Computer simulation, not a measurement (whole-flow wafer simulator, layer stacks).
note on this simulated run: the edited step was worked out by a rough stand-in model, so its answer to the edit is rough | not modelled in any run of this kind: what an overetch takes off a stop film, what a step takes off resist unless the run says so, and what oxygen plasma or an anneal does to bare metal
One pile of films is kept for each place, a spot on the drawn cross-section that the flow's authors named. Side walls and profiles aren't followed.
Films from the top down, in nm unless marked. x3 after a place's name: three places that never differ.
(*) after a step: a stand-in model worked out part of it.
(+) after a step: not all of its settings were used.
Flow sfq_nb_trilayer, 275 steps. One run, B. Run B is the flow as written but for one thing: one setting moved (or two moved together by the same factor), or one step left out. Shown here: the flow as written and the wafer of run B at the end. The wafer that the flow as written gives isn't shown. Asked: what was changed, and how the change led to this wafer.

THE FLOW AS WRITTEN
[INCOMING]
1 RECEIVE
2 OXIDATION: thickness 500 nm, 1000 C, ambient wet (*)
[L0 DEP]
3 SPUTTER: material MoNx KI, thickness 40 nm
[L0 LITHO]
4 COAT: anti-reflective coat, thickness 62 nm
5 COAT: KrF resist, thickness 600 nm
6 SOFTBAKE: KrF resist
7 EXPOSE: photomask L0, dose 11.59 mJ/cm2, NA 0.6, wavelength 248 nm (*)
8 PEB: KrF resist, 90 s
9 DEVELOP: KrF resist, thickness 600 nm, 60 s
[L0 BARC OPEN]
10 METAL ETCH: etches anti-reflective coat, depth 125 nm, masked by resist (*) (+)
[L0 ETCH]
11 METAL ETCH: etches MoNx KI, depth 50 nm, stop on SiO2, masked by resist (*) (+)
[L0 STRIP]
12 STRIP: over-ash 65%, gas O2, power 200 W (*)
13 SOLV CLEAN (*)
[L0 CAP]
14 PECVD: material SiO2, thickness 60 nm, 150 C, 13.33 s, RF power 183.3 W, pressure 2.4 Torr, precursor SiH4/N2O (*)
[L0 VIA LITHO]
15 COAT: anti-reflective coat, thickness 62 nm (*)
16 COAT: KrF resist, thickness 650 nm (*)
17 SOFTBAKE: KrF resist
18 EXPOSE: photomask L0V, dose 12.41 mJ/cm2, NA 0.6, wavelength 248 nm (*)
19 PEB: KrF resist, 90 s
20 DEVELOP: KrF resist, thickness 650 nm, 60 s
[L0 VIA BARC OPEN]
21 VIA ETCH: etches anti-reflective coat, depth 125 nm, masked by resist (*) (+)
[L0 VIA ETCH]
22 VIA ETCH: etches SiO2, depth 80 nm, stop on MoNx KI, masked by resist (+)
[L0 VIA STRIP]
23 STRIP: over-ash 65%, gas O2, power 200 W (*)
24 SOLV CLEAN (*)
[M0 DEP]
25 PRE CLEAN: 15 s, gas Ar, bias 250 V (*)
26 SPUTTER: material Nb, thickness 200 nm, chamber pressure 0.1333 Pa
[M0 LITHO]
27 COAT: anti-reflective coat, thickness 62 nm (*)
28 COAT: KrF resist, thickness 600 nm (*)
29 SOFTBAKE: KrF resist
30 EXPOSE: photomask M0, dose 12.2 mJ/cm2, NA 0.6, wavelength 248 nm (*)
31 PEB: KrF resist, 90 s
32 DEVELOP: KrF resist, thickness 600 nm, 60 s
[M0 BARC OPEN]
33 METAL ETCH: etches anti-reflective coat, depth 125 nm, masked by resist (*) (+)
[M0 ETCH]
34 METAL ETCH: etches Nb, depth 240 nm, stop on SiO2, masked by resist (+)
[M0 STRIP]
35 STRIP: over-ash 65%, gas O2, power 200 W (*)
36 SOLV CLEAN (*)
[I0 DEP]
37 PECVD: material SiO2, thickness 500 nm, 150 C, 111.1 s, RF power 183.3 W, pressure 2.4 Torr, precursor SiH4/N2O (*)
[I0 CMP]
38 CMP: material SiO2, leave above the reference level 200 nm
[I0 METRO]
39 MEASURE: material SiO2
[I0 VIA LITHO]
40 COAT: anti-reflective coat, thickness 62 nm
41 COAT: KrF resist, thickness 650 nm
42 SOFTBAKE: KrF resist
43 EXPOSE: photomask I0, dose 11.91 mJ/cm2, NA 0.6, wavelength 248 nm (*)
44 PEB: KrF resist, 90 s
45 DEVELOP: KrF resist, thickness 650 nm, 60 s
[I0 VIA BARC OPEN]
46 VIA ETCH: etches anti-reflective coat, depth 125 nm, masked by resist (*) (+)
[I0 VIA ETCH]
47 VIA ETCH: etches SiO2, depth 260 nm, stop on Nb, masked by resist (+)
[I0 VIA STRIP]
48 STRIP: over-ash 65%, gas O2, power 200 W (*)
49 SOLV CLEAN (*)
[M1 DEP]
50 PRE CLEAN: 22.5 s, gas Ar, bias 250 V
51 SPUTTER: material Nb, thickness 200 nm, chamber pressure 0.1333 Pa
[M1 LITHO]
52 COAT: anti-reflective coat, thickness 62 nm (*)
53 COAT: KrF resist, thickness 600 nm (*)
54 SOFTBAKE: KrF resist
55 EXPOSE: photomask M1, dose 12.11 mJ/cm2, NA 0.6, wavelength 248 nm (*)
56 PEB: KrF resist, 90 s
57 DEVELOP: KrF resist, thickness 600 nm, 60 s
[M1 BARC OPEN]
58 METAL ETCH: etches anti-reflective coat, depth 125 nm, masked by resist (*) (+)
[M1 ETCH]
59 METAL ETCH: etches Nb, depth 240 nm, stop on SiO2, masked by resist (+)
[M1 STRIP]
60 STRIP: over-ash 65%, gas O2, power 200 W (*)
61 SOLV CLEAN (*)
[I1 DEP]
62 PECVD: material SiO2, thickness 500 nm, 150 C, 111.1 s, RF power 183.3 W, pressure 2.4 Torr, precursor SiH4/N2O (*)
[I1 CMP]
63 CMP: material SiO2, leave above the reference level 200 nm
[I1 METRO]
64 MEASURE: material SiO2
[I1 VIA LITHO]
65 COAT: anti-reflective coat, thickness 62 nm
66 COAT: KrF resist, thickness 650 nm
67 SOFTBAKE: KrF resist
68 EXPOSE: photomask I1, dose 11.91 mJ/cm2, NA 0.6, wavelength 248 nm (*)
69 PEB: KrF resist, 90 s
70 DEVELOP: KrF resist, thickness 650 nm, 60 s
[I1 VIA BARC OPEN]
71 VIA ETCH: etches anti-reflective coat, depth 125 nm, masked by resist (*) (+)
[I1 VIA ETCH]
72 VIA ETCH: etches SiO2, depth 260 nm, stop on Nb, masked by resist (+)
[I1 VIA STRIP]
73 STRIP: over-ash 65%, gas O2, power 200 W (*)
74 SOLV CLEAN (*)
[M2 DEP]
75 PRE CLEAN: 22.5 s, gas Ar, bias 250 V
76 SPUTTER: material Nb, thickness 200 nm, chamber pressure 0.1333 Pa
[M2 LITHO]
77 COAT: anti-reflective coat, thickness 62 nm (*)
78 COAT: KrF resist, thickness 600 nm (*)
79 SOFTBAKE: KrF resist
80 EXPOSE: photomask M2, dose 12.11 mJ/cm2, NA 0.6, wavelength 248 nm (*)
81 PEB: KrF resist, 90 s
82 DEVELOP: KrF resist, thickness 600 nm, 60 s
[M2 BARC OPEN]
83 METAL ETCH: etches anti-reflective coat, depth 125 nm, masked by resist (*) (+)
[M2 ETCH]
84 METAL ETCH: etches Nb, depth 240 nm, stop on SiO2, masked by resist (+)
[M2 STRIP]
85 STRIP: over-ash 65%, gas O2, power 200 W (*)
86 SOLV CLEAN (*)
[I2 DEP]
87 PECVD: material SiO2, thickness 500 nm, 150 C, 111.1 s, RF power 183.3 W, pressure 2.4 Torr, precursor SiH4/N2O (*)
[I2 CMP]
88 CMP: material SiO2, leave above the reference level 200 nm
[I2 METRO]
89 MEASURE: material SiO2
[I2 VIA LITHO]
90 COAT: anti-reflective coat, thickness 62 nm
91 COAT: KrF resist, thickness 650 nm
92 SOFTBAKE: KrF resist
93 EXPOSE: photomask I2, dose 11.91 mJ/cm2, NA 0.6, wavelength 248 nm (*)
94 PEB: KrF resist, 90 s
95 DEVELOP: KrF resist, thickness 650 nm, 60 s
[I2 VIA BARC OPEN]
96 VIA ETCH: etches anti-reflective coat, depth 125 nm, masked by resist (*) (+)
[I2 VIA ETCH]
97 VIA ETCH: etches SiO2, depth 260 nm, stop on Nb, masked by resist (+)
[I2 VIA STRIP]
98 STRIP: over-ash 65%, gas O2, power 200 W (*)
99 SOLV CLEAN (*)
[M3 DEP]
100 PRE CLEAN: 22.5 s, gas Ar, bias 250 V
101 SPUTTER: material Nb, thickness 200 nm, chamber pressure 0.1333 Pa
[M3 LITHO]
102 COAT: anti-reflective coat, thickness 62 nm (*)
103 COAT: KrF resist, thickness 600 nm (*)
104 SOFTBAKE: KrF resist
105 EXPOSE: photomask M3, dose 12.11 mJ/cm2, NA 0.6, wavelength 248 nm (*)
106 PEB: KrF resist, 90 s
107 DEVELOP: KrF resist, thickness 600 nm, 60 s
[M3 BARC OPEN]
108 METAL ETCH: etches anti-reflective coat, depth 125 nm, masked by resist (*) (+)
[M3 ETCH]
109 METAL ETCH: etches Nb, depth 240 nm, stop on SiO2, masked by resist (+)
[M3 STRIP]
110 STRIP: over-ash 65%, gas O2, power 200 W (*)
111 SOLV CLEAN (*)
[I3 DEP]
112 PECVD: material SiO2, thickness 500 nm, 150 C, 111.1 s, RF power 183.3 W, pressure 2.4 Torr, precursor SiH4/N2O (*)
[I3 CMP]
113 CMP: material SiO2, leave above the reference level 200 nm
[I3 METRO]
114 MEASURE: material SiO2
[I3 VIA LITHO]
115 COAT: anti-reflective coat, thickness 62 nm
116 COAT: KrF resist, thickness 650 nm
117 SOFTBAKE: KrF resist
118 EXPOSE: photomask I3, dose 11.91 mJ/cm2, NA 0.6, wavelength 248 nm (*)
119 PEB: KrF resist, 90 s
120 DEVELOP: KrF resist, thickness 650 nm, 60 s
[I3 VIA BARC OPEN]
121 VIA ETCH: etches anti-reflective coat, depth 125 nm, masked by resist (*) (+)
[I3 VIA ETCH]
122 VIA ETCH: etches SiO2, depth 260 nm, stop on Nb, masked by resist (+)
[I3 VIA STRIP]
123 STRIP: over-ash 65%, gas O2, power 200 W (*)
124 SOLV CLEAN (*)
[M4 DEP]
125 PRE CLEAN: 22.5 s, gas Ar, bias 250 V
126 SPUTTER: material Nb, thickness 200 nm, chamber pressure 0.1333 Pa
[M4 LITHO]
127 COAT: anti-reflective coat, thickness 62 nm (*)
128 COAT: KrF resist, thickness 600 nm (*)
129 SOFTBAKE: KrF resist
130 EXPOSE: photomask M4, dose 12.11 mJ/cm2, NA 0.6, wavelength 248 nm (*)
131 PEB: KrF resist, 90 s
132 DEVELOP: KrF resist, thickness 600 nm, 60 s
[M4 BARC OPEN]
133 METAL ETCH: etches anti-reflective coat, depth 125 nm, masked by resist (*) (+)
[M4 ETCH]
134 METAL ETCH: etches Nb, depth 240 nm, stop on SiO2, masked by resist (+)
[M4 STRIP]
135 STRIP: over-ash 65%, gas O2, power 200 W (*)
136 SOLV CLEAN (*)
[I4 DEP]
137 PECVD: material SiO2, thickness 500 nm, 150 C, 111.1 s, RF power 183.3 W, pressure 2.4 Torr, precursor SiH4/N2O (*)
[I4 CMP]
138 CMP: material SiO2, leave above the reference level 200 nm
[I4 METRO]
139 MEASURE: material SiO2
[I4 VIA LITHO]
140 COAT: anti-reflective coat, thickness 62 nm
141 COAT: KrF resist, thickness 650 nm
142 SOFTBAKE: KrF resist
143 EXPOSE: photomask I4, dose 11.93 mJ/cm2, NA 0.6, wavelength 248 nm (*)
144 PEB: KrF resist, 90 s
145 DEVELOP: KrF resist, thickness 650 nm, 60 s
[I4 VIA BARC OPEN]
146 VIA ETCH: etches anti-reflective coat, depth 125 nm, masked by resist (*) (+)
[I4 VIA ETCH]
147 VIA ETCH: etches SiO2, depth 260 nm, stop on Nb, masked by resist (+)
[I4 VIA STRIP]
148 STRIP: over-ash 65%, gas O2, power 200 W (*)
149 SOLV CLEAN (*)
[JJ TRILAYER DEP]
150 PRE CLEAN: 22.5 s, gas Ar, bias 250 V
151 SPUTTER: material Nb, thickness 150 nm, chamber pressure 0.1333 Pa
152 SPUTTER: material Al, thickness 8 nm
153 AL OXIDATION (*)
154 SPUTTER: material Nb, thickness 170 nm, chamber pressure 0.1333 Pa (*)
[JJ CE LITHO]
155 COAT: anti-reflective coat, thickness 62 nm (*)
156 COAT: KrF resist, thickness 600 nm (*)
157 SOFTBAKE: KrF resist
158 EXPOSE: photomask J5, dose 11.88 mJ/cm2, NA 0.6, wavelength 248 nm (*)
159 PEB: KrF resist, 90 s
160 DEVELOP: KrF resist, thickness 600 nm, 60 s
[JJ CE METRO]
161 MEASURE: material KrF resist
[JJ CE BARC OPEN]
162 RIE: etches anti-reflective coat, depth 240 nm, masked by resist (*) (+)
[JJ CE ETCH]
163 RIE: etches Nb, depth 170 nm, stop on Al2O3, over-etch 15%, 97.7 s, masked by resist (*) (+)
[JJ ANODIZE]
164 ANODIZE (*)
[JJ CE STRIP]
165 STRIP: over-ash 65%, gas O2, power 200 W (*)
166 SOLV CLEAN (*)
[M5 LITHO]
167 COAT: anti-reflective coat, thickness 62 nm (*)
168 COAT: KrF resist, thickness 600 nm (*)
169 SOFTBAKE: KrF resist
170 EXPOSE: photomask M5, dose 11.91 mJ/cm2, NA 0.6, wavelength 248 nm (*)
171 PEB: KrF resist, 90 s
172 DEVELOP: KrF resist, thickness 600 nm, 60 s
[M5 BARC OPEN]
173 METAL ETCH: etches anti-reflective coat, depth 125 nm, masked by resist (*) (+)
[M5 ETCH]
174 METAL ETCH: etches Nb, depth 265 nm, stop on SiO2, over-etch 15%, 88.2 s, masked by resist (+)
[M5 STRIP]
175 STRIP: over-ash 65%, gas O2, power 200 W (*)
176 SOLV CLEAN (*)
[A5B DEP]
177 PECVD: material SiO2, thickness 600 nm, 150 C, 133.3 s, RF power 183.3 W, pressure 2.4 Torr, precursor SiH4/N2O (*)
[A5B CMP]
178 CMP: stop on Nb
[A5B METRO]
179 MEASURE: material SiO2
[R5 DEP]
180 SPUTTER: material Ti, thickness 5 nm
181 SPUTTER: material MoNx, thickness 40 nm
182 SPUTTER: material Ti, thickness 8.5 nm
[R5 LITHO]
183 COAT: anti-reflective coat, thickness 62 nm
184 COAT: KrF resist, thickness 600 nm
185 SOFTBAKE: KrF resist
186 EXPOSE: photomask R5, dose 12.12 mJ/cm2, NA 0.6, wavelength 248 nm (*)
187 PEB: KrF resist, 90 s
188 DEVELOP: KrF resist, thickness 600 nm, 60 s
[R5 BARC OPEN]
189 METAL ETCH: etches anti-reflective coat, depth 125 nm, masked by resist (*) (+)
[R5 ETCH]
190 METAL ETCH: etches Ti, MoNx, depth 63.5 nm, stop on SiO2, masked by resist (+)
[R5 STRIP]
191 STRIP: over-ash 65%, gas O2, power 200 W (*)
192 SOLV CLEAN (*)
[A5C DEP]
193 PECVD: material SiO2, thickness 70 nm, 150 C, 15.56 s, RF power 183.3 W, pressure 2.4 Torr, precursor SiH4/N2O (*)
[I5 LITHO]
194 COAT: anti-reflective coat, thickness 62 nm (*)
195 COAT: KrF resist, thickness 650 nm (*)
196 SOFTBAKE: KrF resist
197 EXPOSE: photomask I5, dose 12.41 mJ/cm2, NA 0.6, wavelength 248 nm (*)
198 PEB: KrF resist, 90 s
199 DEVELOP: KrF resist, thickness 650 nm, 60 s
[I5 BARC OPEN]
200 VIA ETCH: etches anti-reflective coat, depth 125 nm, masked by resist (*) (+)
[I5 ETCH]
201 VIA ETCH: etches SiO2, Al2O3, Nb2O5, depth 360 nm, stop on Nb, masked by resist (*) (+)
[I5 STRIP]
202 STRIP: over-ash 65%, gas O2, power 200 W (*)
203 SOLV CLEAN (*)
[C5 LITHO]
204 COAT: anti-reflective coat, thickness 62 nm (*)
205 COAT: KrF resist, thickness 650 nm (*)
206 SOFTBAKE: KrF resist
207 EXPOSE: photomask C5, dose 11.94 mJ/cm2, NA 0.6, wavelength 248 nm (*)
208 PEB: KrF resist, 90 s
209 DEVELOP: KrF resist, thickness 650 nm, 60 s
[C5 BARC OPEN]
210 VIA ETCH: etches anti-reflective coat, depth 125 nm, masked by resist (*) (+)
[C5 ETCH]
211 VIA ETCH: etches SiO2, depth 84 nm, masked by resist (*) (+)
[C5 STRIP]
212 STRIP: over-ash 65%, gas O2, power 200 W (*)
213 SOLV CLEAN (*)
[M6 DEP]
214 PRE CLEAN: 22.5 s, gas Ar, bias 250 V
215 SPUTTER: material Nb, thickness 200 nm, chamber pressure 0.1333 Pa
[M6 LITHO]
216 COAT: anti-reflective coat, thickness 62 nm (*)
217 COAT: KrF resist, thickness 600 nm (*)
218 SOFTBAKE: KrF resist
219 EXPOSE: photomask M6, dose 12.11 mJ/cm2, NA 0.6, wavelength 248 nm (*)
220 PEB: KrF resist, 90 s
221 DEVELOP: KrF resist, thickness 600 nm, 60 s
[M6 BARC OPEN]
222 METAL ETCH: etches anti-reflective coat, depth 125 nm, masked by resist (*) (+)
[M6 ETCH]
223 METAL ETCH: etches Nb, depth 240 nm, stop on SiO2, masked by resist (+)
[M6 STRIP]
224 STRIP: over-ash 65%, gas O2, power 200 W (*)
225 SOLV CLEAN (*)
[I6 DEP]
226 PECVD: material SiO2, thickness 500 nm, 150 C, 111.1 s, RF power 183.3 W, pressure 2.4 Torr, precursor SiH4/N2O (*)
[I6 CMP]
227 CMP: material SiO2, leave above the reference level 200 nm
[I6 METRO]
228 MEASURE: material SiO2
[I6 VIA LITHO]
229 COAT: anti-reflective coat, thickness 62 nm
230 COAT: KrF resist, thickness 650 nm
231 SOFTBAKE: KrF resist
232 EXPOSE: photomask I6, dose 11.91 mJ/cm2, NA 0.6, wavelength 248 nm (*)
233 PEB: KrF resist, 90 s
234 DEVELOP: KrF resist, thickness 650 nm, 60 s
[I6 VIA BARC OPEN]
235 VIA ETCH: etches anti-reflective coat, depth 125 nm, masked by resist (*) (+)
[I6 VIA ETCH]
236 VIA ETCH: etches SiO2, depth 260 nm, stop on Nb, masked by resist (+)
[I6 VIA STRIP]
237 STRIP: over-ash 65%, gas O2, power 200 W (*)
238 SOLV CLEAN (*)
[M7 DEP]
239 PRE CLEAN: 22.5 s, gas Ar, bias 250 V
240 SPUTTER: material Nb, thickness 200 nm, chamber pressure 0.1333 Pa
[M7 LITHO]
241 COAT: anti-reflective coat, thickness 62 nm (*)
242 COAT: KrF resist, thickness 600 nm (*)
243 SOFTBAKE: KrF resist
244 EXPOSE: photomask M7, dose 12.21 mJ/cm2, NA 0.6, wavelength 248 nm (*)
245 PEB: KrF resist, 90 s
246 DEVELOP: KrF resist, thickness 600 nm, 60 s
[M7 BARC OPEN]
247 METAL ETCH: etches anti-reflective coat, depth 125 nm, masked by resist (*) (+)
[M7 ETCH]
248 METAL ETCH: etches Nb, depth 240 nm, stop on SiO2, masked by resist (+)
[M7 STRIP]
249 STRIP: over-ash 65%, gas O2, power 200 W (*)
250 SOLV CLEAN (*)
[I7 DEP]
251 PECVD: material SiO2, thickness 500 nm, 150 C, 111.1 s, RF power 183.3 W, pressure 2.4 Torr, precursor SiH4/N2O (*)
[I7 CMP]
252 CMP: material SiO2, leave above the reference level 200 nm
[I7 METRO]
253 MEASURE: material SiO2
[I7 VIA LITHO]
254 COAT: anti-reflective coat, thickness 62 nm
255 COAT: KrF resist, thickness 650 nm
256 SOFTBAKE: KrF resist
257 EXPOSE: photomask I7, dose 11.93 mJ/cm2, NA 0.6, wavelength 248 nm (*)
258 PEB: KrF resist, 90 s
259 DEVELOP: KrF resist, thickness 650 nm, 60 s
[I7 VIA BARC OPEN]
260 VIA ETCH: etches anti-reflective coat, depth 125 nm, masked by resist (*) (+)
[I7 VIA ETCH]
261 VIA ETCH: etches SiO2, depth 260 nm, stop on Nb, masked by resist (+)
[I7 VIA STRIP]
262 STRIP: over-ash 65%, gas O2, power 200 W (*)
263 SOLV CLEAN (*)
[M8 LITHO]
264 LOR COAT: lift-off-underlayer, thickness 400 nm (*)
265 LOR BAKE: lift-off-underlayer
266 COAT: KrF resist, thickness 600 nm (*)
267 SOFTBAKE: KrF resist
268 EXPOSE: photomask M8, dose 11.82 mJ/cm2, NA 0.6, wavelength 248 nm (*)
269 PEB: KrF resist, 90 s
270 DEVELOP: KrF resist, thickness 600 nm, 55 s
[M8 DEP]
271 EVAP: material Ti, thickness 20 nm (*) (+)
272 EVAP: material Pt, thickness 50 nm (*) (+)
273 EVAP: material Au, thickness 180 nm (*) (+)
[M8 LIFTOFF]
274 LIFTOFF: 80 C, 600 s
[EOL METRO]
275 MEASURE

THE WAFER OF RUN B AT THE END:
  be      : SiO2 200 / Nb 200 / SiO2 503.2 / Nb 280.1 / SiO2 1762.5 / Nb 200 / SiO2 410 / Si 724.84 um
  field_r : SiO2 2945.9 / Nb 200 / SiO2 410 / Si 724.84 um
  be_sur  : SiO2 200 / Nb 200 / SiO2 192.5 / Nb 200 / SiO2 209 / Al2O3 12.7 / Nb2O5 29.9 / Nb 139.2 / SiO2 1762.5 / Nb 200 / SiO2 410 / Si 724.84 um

The cause: step 2, OXIDATION: thickness 355 nm was run, where the flow has thickness 500 nm.

How the change led to this, step by step:
  2 OXIDATION: thickness 500 nm, 1000 C, ambient wet (*)
      field_l, v_sur, via_wl and 103 more: SiO2 +355 (new film), chemical SiO2 -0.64 (all of it), Si -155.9 (as written it would be: SiO2 +500 (new film), chemical SiO2 -0.64 (all of it), Si -219.7)
